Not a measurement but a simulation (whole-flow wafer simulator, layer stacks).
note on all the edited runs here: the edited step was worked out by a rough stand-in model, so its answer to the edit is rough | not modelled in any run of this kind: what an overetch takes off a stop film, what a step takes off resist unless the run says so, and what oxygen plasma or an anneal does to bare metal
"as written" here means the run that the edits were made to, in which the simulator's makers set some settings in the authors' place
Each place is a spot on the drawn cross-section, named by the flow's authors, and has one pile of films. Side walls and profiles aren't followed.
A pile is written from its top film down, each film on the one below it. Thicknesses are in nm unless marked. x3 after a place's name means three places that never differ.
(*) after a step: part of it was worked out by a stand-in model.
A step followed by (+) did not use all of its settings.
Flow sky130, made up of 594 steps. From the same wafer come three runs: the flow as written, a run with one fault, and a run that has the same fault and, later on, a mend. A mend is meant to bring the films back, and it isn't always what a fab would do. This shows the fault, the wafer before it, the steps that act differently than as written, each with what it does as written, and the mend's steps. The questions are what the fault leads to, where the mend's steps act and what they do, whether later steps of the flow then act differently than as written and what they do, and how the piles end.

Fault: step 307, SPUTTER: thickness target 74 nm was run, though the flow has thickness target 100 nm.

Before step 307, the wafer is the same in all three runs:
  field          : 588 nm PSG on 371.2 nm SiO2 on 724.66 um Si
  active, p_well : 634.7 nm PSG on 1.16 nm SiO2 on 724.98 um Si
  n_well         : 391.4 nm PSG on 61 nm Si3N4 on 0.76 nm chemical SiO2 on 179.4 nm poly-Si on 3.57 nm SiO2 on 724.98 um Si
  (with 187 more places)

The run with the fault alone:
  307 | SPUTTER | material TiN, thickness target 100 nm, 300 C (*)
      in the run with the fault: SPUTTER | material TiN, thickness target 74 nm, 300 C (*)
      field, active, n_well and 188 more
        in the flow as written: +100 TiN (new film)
        in the run with the fault: +74 TiN (new film)
  Steps further on in the flow that do not act as written (1 more step, not shown, differs only slightly: by at most 2% or 0.5 nm, whichever is larger):
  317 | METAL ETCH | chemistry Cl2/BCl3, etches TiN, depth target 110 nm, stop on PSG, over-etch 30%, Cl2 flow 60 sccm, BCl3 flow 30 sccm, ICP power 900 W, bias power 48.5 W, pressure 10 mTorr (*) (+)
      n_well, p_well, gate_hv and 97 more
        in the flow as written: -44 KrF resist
        in the run with the fault: -37.8 KrF resist
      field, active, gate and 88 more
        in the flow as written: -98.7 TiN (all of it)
        in the run with the fault: -72.7 TiN (all of it)
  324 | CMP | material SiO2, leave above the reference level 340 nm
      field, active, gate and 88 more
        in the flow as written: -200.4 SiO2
        in the run with the fault: -226.4 SiO2
  At n_well, p_well, gate_hv and 110 more, the piles at the end differ from the flow's by more than 2% or 0.5 nm, whichever is larger.
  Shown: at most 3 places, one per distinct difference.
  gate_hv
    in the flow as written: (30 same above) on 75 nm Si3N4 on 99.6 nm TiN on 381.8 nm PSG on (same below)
    in the run with the fault: (30 same above) on 75 nm Si3N4 on 73.6 nm TiN on 381.8 nm PSG on (same below)
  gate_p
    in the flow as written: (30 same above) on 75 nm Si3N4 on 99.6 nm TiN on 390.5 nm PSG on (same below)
    in the run with the fault: (30 same above) on 75 nm Si3N4 on 73.6 nm TiN on 390.5 nm PSG on (same below)
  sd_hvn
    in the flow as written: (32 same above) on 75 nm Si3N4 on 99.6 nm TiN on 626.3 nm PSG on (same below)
    in the run with the fault: (32 same above) on 75 nm Si3N4 on 73.6 nm TiN on 626.3 nm PSG on (same below)

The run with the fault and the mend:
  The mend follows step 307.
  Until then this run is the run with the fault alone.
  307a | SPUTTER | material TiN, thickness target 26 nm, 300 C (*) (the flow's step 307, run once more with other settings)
      field, active, n_well and 188 more
        +26 TiN
  None of the later steps of the flow differs from how it acts as written, at any place that is followed, by more than 2% or 0.5 nm, whichever is larger.
  At every place that both follow, the piles at the end match the flow's.
